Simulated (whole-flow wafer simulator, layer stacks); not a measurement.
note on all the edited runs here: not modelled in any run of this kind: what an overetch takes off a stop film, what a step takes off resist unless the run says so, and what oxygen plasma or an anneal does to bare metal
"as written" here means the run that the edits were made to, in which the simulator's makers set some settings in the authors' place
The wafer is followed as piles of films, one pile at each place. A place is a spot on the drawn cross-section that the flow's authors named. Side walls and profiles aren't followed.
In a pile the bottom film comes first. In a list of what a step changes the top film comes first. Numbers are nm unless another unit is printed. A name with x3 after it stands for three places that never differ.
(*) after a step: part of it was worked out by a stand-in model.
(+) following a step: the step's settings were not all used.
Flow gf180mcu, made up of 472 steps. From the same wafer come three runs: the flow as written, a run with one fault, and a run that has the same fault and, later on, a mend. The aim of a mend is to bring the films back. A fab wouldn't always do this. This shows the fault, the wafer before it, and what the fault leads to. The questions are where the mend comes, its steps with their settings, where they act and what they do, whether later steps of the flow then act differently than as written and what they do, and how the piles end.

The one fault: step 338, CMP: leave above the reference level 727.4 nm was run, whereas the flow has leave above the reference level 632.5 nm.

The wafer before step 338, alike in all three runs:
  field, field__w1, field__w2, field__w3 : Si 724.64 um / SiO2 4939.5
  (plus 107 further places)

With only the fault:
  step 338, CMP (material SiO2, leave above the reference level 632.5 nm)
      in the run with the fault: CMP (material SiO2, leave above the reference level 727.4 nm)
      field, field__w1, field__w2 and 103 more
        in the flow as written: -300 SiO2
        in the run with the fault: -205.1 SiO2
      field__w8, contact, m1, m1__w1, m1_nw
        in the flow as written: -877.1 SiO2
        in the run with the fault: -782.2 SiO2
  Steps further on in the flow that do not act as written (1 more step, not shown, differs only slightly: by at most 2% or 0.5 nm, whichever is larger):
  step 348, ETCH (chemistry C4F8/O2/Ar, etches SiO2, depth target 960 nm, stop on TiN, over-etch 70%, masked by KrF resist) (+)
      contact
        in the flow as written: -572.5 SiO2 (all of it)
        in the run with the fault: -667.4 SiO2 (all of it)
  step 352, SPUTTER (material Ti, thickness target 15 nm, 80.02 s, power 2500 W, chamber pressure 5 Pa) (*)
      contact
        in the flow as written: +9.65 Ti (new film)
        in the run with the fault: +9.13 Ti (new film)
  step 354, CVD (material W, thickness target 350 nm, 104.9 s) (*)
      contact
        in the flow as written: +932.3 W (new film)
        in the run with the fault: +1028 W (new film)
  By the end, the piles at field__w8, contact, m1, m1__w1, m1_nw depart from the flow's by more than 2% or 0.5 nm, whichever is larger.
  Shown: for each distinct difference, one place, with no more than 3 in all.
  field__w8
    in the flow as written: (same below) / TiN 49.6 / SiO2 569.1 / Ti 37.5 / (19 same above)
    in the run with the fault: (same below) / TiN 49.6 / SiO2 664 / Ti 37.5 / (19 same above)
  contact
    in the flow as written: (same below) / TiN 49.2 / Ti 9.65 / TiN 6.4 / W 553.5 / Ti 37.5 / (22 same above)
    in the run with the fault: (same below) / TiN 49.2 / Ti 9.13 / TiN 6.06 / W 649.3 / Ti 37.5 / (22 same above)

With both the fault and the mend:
  The mend stands after step 338.
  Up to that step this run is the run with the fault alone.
  step 338a, CMP (material SiO2, leave above the reference level 632.5 nm) (the flow's step 338, run once more)
      field, field__w1, field__w2 and 108 more
        -94.9 SiO2
  Every later step of the flow that is run acts as written at every place that is followed.
  At every place that both follow, the piles at the end match the flow's.
